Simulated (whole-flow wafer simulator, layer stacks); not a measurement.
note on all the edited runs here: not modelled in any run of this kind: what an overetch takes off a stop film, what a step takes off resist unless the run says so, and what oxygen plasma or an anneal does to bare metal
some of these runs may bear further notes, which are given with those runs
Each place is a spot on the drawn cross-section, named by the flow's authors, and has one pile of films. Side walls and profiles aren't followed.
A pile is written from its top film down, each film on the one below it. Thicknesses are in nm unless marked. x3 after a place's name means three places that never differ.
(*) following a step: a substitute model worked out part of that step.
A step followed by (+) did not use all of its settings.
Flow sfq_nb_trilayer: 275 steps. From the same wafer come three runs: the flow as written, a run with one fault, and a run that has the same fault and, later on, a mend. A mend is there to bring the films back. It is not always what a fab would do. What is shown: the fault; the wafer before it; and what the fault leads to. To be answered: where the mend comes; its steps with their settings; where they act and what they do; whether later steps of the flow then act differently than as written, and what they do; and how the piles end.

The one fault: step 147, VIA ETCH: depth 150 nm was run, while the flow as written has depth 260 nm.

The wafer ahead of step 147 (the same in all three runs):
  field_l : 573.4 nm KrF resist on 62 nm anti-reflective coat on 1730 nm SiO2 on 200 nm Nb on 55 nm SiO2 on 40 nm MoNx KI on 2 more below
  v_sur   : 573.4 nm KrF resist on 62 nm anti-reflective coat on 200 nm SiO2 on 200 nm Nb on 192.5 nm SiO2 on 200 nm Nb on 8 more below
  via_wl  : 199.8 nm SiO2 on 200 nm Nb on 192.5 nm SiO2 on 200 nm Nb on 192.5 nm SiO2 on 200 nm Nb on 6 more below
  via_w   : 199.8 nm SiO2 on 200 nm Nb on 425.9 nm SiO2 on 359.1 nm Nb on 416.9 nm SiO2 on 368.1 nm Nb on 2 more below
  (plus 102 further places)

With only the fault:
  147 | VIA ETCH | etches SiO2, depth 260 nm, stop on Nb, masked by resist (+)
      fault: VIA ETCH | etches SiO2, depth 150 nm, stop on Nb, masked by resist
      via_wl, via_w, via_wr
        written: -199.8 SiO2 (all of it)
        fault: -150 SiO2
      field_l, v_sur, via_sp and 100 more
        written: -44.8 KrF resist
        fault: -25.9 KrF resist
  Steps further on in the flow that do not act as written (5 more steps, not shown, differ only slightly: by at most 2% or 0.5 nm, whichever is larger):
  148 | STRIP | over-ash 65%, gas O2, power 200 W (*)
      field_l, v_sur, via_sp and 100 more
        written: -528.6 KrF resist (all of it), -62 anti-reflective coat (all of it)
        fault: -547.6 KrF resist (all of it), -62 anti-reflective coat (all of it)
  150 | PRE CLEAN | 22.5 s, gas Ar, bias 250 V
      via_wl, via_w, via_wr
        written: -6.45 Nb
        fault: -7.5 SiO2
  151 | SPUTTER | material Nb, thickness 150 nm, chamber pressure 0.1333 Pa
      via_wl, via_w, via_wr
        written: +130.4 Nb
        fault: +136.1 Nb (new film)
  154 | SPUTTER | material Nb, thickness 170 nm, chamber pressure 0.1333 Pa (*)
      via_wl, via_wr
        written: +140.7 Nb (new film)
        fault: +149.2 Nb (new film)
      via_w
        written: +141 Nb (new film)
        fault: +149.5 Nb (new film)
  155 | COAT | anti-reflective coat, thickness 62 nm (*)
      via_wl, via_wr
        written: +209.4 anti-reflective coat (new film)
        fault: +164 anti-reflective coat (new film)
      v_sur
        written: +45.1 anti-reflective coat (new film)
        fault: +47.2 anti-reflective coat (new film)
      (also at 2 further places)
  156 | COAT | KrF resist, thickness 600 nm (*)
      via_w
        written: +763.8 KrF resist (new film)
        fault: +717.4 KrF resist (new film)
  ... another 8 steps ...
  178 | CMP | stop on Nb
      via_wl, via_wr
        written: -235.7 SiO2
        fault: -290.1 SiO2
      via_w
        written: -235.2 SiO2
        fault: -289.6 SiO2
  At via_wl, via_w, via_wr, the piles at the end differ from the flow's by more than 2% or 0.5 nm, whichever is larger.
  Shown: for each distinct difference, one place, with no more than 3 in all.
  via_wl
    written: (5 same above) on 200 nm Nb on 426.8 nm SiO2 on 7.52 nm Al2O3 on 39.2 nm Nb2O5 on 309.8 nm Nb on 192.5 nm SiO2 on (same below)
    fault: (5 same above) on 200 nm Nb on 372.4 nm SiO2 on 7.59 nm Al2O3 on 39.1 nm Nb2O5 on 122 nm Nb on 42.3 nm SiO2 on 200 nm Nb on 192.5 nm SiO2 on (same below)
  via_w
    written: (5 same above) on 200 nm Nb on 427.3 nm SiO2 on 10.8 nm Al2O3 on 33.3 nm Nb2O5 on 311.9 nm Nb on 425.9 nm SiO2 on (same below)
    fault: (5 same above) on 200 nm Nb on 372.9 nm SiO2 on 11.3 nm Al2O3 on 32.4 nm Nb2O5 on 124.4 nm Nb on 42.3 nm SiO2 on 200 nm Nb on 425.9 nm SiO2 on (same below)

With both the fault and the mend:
  After step 148 comes the mend.
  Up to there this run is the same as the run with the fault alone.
  148a | COAT | anti-reflective coat, thickness 62 nm (*) (the flow's step 140 again)
      p4_fl x3, p4_w1 x9, p4_g1 x2 and 63 more
        +62 anti-reflective coat (new film)
      sp_r, be_r, r_sur, res, r_end, moat, field_r, lsp_l
        +61.7 anti-reflective coat (new film)
      ln_m5, lsp_m, ln_m6, lsp_r, l0_sur, l0v
        +61.8 anti-reflective coat (new film)
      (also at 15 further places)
  148b | COAT | KrF resist, thickness 650 nm (*) (the flow's step 141 again)
      p4_fl x3, p4_w1 x9, p4_g1 x2 and 63 more
        +650 KrF resist (new film)
      field_r, lsp_l, ln_m5, lsp_m, ln_m6, lsp_r, l0_sur
        +649.5 KrF resist (new film)
      res, r_end, moat, l0v
        +649.4 KrF resist (new film)
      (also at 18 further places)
  148c | SOFTBAKE | KrF resist (the flow's step 142 again)
      alters no film at any place that is followed
  148d | EXPOSE | photomask I4, dose 11.93 mJ/cm2, NA 0.6, wavelength 248 nm (*) (the flow's step 143 again)
      alters no film at any place that is followed
  148e | PEB | KrF resist, 90 s (the flow's step 144 again)
      jj_sur, ce_l, c5j and 92 more
        -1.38 KrF resist
      v_sur, via_v, wire, be, be_sur, gap
        -1.37 KrF resist
      field_l, via_sp
        -1.36 KrF resist
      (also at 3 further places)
  148f | DEVELOP | KrF resist, thickness 650 nm, 60 s (the flow's step 145 again)
      field_l, v_sur, via_sp and 100 more
        -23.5 KrF resist
      via_wl
        -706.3 KrF resist (all of it)
      via_w
        -748.2 KrF resist (all of it)
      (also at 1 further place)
  148g | VIA ETCH | etches anti-reflective coat, depth 125 nm, masked by resist (+) (the flow's step 146 again)
      field_l, v_sur, via_sp and 100 more
        -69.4 KrF resist
      via_wl, via_wr
        -125 anti-reflective coat
      via_w
        -81.4 anti-reflective coat (all of it), -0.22 SiO2
  148h | VIA ETCH | etches SiO2, depth 110 nm, stop on Nb, masked by resist (*) (+) (the flow's step 147 again, with other settings)
      field_l, v_sur, via_sp and 100 more
        -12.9 KrF resist
      via_wl, via_wr
        -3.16 anti-reflective coat (all of it), -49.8 SiO2 (all of it)
      via_w
        -49.6 SiO2 (all of it)
  148i | STRIP | over-ash 65%, gas O2, power 200 W (*) (the flow's step 148 again)
      p4_fl x3, p4_w1 x9, p4_g1 x2 and 63 more
        -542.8 KrF resist (all of it), -62 anti-reflective coat (all of it)
      r_end, moat, field_r, lsp_l
        -542.2 KrF resist (all of it), -61.7 anti-reflective coat (all of it)
      ln_m5, lsp_m, ln_m6, lsp_r
        -542.3 KrF resist (all of it), -61.8 anti-reflective coat (all of it)
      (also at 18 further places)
  Every later step of the flow that is run acts as written, at every place that is followed, to within 2% or 0.5 nm, whichever is larger.
  By the end, the piles equal the flow's at every place that both follow.
